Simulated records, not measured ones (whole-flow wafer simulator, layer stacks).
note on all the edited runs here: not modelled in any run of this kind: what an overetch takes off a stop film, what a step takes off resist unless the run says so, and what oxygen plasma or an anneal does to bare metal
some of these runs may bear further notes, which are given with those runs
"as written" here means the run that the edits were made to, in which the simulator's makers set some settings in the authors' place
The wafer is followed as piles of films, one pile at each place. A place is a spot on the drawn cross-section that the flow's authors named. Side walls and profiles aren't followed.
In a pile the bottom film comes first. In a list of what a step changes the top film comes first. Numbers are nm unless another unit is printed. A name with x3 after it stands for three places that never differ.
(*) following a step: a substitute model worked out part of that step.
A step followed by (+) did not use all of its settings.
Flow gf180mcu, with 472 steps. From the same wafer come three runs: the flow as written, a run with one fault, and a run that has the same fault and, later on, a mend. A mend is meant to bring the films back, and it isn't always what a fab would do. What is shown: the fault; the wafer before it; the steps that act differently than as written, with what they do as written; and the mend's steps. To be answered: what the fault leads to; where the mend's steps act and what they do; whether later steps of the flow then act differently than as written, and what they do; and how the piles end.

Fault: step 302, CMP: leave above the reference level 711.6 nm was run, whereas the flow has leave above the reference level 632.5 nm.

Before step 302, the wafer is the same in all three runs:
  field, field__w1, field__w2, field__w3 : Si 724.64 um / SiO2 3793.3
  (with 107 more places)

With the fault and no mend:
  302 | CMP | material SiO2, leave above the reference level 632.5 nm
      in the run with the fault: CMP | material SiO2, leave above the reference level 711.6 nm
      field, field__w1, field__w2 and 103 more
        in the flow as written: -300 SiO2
        in the run with the fault: -220.9 SiO2
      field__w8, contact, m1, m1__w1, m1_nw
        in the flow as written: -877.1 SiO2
        in the run with the fault: -798 SiO2
  Steps later in the flow that act otherwise than as written (2 more steps, not shown, differ only slightly: by at most 2% or 0.5 nm, whichever is larger):
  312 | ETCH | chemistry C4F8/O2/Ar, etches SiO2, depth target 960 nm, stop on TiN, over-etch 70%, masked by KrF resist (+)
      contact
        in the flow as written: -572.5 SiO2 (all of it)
        in the run with the fault: -651.6 SiO2 (all of it)
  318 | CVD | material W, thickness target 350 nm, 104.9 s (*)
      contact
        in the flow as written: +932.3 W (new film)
        in the run with the fault: +1012.1 W (new film)
  At field__w8, contact, m1, m1__w1, m1_nw, the piles at the end differ from the flow's by more than 2% or 0.5 nm, whichever is larger.
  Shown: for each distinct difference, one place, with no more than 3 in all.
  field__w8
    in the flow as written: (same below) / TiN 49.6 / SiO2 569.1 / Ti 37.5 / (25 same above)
    in the run with the fault: (same below) / TiN 49.6 / SiO2 648.2 / Ti 37.5 / (25 same above)
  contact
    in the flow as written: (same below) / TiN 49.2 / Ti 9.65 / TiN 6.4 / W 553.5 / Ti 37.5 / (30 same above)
    in the run with the fault: (same below) / TiN 49.2 / Ti 9.22 / TiN 6.11 / W 633.3 / Ti 37.5 / (30 same above)

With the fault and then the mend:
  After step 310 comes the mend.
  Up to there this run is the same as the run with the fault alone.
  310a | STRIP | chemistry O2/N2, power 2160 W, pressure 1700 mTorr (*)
      field, field__w1, field__w2 and 107 more
        -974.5 KrF resist (all of it), -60 anti-reflective coat (all of it)
      contact
        -60 anti-reflective coat (all of it)
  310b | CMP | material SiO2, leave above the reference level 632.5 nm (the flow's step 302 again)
      field, field__w1, field__w2 and 108 more
        -79.1 SiO2
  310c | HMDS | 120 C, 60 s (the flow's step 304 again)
      alters no film at any place that is followed
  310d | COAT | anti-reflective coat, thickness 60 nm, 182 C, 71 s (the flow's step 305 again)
      field, field__w1, field__w2 and 108 more
        +60 anti-reflective coat (new film)
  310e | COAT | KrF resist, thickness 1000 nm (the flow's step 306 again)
      field, field__w1, field__w2 and 108 more
        +1000 KrF resist (new film)
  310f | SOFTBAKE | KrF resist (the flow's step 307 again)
      alters no film at any place that is followed
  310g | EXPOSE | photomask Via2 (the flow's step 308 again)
      alters no film at any place that is followed
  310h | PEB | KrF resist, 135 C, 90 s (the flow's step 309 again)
      field, field__w1, field__w2 and 108 more
        -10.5 KrF resist
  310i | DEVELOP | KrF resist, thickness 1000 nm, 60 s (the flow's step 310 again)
      field, field__w1, field__w2 and 107 more
        -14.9 KrF resist
      contact
        -989.5 KrF resist (all of it)
  Every later step of the flow that is run acts as written at every place that is followed.
  The piles end the same as the flow's at every place that both follow.
